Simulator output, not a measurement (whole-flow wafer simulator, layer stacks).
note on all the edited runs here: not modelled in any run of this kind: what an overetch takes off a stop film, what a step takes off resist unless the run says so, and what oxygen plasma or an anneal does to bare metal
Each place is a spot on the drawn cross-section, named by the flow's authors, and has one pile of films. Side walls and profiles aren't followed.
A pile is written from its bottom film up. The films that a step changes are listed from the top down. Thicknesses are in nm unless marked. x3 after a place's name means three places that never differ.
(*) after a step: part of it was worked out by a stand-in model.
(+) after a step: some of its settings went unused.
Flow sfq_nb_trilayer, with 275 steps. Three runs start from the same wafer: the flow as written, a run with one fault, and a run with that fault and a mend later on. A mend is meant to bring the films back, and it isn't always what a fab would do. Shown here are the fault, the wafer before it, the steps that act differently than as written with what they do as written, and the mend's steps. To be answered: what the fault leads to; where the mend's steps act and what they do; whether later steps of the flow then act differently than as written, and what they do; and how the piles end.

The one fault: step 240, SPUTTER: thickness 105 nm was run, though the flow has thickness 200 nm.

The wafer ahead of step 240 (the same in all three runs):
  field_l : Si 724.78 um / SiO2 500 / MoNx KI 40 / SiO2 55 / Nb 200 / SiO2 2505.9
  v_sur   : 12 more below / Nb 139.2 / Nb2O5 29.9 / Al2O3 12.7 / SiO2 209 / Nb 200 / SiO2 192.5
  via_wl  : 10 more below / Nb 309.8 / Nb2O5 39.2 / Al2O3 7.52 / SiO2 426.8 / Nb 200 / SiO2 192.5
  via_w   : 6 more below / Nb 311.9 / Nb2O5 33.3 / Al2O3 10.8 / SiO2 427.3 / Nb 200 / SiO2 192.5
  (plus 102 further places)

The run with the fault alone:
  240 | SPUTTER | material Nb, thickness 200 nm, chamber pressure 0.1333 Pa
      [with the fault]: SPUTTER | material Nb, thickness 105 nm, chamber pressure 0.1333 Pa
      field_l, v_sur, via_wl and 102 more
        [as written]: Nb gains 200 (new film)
        [with the fault]: Nb gains 105 (new film)
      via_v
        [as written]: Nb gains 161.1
        [with the fault]: Nb gains 84.4
  Steps later in the flow that act otherwise than as written (3 more steps, not shown, differ only slightly: by at most 2% or 0.5 nm, whichever is larger):
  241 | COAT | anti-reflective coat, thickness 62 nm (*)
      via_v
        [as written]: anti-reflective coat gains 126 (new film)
        [with the fault]: anti-reflective coat gains 120.7 (new film)
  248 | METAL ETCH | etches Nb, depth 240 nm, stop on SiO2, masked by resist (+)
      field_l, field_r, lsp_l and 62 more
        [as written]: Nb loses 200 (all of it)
        [with the fault]: Nb loses 105 (all of it)
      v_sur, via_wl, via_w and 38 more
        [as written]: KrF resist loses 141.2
        [with the fault]: KrF resist loses 92.6
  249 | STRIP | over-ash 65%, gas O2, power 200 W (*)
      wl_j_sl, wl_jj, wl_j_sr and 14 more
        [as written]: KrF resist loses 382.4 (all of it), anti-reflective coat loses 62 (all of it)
        [with the fault]: KrF resist loses 430.9 (all of it), anti-reflective coat loses 62 (all of it)
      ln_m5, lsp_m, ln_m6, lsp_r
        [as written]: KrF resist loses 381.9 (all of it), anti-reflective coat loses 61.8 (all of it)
        [with the fault]: KrF resist loses 430.5 (all of it), anti-reflective coat loses 61.8 (all of it)
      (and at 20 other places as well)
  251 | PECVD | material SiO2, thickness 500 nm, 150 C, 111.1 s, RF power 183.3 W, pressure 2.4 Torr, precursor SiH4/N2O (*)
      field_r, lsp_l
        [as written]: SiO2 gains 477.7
        [with the fault]: SiO2 gains 488.3
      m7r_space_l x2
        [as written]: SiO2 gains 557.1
        [with the fault]: SiO2 gains 500
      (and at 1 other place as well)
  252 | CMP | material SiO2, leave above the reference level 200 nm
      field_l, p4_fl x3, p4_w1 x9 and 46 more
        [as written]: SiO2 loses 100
        [with the fault]: SiO2 loses 195
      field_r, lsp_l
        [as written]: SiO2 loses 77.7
        [with the fault]: SiO2 loses 183.3
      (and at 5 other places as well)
  The piles end different from the flow's at field_l, v_sur, via_wl and 103 more by more than 2% or 0.5 nm, whichever is larger.
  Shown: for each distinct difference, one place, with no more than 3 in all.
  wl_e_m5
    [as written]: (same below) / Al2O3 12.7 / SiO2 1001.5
    [with the fault]: (same below) / Al2O3 12.7 / SiO2 906.5
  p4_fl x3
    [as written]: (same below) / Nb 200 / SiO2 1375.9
    [with the fault]: (same below) / Nb 200 / SiO2 1280.9
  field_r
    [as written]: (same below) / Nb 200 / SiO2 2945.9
    [with the fault]: (same below) / Nb 200 / SiO2 2850.9

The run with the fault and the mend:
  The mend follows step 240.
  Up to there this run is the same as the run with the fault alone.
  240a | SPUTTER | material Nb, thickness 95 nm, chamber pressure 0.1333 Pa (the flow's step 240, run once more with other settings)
      field_l, v_sur, via_wl and 102 more
        Nb gains 95
      via_v
        Nb gains 73.8
  None of the later steps of the flow differs from how it acts as written, at any place that is followed, by more than 2% or 0.5 nm, whichever is larger.
  At the end the piles are close to the flow's at the places that both follow, differing by at most 2% or 0.5 nm, whichever is larger.
